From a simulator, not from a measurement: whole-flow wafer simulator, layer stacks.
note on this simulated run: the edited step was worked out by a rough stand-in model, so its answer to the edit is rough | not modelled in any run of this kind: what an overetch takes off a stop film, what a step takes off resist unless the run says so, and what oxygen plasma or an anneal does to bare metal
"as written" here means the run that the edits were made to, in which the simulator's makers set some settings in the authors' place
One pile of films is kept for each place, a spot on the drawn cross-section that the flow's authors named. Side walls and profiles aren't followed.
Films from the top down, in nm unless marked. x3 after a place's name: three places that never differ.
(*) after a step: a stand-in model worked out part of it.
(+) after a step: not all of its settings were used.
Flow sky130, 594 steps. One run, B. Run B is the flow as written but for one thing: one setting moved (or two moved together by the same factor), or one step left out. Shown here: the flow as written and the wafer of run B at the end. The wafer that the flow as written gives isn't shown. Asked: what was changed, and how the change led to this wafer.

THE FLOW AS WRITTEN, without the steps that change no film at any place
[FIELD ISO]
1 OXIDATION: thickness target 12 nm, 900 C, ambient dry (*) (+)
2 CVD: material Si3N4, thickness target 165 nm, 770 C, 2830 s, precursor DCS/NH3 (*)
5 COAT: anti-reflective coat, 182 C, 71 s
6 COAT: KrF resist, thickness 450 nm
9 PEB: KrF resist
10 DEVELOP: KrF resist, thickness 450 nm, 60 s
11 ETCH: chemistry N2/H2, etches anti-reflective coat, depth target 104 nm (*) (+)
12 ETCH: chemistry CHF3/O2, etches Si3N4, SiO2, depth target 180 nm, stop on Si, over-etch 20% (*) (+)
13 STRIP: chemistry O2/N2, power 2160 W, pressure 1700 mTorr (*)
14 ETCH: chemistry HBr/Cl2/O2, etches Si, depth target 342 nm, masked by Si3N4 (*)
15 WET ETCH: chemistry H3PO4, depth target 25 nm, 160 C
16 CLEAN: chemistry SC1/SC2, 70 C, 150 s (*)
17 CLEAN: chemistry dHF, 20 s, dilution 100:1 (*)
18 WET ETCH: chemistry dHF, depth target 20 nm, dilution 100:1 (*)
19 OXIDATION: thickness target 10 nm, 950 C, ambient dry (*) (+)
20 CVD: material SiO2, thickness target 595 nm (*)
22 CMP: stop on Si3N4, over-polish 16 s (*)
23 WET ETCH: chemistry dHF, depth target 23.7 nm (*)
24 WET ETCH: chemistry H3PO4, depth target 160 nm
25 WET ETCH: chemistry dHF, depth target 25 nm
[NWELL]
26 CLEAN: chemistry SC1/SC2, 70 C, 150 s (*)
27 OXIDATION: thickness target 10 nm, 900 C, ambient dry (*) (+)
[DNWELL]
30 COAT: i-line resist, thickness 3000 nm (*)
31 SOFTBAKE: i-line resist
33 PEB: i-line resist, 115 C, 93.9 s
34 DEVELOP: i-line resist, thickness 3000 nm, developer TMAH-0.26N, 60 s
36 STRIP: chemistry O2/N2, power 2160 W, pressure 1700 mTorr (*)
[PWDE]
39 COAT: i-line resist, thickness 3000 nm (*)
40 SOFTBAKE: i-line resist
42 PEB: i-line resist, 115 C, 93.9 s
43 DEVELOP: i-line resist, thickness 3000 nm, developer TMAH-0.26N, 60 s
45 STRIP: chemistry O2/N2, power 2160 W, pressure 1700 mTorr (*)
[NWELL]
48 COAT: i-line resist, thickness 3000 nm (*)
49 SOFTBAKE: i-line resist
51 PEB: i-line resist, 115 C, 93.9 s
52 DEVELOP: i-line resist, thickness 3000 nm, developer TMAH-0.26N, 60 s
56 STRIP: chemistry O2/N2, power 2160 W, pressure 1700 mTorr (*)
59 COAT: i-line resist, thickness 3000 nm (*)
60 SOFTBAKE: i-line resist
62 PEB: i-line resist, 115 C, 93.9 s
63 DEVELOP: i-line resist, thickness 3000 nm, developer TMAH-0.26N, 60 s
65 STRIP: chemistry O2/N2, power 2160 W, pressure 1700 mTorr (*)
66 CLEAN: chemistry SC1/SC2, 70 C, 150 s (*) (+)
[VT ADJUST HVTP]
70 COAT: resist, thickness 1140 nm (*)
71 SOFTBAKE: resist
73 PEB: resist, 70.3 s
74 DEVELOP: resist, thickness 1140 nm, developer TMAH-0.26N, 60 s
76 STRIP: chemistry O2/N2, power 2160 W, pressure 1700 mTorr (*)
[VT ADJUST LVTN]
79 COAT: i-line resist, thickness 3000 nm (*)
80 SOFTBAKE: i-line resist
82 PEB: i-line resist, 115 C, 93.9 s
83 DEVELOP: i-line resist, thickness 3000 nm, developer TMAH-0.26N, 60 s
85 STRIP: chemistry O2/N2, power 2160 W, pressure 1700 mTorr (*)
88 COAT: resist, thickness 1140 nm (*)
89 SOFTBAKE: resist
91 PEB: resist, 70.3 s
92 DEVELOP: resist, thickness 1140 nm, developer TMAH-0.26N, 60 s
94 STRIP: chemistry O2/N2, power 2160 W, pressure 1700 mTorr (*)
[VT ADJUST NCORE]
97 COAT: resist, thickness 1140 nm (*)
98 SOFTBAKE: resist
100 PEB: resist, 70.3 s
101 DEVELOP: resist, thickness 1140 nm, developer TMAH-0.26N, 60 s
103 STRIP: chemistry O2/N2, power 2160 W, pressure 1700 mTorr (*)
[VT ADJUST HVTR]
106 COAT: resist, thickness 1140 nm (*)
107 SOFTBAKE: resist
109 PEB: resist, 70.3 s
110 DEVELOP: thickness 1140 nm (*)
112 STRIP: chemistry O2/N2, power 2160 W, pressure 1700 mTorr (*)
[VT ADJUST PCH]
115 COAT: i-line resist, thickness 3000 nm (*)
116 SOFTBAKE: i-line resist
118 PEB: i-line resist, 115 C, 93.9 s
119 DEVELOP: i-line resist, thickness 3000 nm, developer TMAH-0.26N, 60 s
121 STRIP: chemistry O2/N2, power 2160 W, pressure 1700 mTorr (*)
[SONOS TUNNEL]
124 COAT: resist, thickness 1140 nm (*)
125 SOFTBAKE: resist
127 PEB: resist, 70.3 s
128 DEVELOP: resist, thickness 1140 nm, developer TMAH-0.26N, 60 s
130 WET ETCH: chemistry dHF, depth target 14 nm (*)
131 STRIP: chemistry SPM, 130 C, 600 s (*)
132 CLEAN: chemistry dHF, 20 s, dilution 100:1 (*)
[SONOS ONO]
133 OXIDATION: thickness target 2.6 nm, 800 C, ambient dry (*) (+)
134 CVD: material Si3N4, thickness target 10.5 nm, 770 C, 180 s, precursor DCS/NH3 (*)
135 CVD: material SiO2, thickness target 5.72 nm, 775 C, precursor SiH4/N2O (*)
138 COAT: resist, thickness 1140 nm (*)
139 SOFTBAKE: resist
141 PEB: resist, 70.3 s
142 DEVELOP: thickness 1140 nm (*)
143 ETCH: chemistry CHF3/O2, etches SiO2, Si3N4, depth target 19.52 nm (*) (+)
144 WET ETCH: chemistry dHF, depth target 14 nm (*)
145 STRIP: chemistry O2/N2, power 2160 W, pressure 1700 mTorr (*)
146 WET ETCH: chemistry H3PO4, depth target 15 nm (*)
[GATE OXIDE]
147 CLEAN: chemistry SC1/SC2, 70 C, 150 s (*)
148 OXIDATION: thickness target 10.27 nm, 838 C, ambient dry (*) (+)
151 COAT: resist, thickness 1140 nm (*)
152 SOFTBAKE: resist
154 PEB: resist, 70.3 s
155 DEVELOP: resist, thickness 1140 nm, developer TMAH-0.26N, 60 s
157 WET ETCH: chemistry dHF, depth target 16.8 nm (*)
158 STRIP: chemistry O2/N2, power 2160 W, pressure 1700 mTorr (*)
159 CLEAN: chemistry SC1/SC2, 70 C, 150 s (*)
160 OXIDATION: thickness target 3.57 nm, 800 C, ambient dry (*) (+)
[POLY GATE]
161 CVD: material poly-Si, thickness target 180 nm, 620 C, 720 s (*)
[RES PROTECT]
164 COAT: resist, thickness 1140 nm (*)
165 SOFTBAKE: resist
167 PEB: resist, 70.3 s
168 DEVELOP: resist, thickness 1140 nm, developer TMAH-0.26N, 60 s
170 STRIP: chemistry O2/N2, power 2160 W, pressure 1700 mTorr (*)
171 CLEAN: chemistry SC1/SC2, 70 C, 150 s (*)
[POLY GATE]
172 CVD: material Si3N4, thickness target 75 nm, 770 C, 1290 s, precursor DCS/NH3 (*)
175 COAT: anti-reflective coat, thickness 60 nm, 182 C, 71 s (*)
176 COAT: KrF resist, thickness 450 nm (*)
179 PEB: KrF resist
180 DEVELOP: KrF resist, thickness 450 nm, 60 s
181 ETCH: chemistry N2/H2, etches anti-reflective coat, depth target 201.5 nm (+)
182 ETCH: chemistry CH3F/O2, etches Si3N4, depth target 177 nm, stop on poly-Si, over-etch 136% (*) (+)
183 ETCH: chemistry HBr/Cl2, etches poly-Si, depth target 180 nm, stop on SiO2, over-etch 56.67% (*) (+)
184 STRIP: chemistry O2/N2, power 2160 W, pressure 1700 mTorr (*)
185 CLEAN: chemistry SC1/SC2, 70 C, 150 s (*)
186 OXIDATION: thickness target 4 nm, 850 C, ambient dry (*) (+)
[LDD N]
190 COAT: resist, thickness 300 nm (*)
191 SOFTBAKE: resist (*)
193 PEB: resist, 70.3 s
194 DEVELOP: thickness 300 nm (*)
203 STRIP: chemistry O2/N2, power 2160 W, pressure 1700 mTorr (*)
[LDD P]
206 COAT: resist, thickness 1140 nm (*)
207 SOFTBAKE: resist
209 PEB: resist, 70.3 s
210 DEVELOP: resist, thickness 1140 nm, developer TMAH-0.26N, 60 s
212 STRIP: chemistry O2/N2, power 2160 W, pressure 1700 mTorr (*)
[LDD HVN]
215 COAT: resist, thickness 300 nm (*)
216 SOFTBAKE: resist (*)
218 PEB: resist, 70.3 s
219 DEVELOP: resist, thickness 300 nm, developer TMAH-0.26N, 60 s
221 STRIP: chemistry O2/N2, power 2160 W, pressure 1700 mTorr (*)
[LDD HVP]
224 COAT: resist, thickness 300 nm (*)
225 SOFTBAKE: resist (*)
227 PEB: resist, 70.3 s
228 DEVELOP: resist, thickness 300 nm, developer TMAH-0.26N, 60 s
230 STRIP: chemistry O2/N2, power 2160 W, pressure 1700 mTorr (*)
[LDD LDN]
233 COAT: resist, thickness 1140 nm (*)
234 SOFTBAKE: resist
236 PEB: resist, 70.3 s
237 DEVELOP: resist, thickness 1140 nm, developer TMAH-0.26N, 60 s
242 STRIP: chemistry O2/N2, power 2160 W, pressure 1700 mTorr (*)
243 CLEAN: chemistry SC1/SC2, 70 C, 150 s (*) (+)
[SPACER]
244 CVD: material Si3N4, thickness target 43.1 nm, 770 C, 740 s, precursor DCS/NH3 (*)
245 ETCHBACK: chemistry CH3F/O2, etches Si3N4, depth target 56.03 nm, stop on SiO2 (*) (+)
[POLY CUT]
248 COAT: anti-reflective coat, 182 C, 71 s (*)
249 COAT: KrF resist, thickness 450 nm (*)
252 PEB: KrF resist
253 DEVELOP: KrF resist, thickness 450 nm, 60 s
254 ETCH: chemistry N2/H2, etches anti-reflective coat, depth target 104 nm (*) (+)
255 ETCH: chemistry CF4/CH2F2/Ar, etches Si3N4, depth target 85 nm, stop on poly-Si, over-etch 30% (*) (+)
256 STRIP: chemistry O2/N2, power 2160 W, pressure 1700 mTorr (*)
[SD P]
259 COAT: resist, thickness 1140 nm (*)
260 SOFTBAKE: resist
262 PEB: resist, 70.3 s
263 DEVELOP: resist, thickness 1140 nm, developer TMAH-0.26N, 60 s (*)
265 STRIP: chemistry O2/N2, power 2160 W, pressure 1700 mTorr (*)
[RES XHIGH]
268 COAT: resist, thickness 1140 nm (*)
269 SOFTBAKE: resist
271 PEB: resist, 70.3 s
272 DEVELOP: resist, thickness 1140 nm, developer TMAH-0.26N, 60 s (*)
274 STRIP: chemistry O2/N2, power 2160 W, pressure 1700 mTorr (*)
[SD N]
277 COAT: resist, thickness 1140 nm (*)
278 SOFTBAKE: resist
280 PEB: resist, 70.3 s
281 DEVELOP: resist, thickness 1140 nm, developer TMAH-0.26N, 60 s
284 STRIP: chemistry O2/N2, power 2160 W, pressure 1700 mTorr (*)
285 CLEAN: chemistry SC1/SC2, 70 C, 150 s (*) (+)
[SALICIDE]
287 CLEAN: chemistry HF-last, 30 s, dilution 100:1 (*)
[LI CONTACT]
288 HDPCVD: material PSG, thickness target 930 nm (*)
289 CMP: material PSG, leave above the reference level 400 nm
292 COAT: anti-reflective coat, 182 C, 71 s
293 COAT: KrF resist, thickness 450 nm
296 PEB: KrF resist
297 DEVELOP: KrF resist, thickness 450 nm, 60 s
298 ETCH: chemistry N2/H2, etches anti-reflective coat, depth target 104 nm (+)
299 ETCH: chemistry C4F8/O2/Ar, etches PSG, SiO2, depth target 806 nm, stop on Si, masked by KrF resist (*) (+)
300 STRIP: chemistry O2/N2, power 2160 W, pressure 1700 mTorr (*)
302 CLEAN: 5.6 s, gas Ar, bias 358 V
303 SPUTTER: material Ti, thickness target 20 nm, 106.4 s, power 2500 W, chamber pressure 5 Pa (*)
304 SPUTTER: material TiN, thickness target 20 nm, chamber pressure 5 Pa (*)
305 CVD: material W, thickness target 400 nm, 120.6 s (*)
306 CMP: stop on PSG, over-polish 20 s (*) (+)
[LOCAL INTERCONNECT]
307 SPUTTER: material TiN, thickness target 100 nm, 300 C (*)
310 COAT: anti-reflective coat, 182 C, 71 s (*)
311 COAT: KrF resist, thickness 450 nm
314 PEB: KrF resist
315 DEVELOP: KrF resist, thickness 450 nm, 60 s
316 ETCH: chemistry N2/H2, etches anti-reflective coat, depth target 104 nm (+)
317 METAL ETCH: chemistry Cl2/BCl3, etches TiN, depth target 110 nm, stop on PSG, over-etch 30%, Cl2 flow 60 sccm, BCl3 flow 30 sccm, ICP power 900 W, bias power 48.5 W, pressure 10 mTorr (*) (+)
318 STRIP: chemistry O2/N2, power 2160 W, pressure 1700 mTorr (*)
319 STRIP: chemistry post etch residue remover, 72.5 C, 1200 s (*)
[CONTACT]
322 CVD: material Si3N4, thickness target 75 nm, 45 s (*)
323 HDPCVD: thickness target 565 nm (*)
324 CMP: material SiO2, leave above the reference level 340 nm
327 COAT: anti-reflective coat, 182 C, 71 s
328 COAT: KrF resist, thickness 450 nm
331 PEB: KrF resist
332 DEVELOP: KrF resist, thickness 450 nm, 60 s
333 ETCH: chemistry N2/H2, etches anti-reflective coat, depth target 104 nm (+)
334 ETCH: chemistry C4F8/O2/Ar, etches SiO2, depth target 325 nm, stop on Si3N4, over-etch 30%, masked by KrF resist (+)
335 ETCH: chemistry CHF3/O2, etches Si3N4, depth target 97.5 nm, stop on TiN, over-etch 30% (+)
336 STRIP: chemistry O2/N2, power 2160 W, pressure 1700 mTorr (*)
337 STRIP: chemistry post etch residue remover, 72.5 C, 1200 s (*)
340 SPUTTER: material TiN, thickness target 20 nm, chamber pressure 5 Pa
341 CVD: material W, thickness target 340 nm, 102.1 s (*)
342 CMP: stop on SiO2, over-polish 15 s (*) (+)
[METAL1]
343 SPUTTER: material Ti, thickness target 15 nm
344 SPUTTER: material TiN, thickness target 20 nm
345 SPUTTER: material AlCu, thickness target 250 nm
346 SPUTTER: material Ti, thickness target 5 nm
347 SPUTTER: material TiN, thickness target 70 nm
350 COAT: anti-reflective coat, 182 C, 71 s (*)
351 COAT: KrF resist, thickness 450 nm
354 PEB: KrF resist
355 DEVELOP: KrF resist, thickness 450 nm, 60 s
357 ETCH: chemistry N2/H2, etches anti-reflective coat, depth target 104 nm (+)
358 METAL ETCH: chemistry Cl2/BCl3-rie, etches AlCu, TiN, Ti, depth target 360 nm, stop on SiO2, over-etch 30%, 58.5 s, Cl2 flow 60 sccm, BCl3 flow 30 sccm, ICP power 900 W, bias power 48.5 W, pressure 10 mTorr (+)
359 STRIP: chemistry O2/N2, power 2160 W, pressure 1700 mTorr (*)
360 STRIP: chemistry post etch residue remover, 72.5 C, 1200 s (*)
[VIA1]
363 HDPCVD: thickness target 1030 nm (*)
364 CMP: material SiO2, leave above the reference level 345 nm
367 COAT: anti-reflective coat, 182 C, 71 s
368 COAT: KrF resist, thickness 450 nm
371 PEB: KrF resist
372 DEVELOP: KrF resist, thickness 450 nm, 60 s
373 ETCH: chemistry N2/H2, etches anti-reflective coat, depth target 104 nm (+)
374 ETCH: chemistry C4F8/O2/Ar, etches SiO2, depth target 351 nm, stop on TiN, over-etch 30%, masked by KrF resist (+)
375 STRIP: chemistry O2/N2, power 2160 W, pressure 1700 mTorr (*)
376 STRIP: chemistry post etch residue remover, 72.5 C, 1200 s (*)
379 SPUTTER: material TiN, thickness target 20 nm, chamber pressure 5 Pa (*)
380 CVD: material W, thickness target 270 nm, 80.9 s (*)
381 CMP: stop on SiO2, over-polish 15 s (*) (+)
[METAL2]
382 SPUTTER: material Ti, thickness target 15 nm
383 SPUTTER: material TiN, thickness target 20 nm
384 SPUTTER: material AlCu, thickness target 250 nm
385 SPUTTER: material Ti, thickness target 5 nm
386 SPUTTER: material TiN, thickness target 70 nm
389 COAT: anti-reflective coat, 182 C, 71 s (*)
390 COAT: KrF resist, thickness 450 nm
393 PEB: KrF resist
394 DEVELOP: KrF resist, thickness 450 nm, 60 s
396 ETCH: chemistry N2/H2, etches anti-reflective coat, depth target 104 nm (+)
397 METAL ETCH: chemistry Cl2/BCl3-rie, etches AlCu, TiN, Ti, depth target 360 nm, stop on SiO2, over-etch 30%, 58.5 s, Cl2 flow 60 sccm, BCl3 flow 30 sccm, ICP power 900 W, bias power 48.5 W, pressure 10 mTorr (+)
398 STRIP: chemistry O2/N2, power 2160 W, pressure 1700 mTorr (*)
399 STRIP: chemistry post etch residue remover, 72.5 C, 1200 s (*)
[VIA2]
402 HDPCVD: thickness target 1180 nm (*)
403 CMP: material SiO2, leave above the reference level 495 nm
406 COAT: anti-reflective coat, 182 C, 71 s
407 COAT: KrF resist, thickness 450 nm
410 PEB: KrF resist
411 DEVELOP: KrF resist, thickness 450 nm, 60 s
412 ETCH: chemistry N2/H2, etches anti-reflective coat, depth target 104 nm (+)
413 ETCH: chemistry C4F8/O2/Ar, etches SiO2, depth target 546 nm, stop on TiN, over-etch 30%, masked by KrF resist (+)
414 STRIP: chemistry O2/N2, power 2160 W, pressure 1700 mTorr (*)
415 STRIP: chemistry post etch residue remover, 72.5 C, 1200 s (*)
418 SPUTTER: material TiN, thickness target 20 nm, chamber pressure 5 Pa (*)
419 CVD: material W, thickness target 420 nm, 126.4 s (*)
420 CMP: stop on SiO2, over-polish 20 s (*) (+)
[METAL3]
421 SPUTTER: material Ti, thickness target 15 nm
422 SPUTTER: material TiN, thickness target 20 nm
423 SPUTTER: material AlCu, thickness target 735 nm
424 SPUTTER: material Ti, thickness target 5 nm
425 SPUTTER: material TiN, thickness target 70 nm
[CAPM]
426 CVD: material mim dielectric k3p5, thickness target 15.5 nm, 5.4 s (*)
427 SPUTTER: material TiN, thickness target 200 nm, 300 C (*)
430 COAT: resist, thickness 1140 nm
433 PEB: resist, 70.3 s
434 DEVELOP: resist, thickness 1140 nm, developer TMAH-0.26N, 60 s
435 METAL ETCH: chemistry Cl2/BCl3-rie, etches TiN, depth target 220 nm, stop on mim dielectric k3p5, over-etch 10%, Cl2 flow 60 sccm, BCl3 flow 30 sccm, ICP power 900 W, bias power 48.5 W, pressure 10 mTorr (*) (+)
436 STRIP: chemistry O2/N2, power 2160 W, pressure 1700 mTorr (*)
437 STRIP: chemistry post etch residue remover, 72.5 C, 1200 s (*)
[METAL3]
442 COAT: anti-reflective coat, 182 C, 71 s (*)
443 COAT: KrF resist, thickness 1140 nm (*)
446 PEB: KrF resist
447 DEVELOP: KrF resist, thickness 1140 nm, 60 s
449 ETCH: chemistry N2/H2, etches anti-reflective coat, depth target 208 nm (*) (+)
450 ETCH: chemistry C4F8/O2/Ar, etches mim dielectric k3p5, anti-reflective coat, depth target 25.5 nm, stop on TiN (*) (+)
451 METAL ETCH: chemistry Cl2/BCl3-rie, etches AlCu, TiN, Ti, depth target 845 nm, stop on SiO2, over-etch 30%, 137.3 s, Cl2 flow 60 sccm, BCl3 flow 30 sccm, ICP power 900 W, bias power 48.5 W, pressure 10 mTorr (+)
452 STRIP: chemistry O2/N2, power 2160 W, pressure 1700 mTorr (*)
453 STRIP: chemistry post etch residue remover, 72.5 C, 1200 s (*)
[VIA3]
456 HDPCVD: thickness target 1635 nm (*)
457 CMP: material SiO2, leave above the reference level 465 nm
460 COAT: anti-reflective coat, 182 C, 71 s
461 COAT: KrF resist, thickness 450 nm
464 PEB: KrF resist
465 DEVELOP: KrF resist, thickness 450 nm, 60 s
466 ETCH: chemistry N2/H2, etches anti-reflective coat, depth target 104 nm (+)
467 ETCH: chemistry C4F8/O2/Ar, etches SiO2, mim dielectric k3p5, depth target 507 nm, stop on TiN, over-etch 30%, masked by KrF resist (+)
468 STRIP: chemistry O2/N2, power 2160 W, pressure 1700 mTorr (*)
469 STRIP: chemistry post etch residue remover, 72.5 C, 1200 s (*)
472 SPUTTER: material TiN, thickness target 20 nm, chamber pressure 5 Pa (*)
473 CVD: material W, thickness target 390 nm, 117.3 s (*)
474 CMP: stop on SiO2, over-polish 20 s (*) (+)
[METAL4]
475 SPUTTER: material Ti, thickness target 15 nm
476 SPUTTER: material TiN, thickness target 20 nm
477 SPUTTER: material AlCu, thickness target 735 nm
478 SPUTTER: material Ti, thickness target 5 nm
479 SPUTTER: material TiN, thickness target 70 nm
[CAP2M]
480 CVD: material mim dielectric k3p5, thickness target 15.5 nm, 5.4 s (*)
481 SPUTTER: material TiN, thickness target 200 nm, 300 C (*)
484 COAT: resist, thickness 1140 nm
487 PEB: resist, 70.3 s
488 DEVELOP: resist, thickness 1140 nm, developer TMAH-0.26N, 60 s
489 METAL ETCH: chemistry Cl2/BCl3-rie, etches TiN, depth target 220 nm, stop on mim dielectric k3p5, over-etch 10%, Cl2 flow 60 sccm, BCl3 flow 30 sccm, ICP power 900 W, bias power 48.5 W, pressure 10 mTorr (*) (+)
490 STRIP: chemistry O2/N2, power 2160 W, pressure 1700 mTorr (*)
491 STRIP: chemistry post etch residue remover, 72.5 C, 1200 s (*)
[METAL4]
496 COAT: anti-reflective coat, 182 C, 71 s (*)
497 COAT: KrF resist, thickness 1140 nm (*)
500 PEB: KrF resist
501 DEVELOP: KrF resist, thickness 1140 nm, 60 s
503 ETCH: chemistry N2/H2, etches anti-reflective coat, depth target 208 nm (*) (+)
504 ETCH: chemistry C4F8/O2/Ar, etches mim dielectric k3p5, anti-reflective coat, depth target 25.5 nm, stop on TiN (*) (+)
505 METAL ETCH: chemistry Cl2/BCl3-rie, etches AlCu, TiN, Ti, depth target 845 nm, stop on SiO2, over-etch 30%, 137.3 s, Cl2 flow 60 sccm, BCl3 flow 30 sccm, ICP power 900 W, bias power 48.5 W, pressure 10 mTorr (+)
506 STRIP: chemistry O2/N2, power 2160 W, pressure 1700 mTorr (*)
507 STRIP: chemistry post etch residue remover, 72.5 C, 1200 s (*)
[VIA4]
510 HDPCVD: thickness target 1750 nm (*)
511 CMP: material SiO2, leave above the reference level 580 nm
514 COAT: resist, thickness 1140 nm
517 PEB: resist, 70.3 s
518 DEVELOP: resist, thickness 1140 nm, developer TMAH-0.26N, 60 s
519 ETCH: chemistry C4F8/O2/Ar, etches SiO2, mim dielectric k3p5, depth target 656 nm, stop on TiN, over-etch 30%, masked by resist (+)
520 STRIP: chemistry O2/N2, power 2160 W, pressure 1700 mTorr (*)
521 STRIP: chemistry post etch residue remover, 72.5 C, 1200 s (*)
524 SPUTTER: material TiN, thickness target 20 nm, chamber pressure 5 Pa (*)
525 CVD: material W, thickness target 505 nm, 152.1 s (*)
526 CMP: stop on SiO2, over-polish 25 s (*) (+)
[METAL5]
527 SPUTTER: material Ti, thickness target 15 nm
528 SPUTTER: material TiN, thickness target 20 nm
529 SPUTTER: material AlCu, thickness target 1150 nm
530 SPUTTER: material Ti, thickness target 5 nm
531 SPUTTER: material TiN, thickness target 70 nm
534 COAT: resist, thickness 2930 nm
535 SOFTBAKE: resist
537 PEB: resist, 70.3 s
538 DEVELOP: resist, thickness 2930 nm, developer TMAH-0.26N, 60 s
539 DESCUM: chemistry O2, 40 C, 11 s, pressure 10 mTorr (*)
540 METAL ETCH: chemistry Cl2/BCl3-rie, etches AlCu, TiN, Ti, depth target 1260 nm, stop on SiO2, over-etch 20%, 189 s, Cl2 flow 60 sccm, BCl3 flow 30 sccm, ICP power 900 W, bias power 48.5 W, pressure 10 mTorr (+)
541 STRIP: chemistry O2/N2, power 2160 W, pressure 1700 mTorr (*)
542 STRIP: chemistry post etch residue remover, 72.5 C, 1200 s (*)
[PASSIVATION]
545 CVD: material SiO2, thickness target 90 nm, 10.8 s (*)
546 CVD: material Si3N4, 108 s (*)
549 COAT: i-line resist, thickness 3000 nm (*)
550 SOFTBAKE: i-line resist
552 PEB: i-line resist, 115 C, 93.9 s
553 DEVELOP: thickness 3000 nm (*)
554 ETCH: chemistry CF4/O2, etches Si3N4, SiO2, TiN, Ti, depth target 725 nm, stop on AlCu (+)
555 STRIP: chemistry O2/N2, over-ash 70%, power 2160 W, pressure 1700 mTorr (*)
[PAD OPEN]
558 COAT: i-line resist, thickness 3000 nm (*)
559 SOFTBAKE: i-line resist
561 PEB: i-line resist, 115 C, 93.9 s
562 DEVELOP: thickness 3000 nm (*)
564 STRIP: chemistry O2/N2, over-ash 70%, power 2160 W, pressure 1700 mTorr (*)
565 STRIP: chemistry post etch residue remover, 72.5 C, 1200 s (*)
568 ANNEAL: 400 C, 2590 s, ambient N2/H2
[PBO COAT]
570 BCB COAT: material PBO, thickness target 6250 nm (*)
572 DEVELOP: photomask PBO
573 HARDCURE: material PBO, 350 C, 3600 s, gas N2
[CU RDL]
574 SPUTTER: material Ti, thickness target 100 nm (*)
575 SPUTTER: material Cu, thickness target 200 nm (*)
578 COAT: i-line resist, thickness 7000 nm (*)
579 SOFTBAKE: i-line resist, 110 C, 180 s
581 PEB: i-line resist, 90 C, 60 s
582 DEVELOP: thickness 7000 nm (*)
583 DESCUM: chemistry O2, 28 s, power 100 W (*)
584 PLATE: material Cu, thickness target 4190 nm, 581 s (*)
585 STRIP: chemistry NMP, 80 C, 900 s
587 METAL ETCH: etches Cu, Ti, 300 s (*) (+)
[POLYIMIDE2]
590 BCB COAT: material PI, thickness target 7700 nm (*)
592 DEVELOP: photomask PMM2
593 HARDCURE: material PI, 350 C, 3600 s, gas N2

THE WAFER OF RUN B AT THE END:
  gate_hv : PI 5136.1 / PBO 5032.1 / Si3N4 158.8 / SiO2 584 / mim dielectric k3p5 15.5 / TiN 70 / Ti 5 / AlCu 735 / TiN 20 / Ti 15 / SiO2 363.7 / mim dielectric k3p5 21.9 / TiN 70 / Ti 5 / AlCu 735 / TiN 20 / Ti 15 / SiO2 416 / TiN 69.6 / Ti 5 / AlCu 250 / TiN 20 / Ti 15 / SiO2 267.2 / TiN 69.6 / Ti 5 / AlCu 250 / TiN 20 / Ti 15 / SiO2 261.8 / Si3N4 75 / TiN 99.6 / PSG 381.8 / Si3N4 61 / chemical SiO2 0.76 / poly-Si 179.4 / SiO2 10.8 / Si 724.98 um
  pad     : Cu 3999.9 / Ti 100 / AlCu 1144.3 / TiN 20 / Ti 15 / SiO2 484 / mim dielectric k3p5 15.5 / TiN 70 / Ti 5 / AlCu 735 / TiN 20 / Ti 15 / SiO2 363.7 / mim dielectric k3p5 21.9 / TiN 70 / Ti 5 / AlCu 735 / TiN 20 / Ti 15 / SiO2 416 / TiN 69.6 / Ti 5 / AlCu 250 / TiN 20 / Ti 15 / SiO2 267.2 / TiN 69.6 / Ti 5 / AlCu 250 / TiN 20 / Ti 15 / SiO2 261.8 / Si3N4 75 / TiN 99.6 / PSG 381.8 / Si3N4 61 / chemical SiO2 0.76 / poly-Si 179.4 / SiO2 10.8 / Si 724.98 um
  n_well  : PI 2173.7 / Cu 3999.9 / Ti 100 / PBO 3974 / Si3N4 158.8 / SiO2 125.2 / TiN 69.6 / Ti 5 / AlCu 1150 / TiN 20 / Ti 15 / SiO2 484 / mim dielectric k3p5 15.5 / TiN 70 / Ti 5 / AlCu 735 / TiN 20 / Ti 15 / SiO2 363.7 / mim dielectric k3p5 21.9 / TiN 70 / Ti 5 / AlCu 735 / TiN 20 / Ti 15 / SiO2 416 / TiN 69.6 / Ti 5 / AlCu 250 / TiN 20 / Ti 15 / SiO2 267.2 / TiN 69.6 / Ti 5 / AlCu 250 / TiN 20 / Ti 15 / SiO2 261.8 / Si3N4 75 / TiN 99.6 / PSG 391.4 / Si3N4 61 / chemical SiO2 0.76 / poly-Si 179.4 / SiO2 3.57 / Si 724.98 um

The cause: step 426, CVD: thickness target 21.9 nm was run, where the flow has thickness target 15.5 nm; step 426, CVD: 7.61 s was run, where the flow has 5.4 s.
It can be read off the wafer: gate_hv has mim dielectric k3p5 21.9, and step 426 as written asks for 15.5 nm.

How the change led to this, step by step:
  426 CVD: material mim dielectric k3p5, thickness target 15.5 nm, 5.4 s (*)
      field, active, n_well and 188 more: mim dielectric k3p5 +21.9 (new film) (as written it would be: mim dielectric k3p5 +15.5 (new film))
  450 ETCH: chemistry C4F8/O2/Ar, etches mim dielectric k3p5, anti-reflective coat, depth target 25.5 nm, stop on TiN (*) (+)
      n_well, p_well, gate_hv and 104 more: KrF resist -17 (as written it would be: KrF resist -15.5)
      field, active, gate and 82 more: mim dielectric k3p5 -21.9 (all of it) (as written it would be: mim dielectric k3p5 -15.5 (all of it))
  467 ETCH: chemistry C4F8/O2/Ar, etches SiO2, mim dielectric k3p5, depth target 507 nm, stop on TiN, over-etch 30%, masked by KrF resist (+)
      m1: SiO2 -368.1 (all of it), mim dielectric k3p5 -21.9 (all of it) (as written it would be: SiO2 -374.5 (all of it), mim dielectric k3p5 -15.5 (all of it))
      via3_hole: SiO2 -367.5 (all of it), mim dielectric k3p5 -21.9 (all of it) (as written it would be: SiO2 -373.9 (all of it), mim dielectric k3p5 -15.5 (all of it))
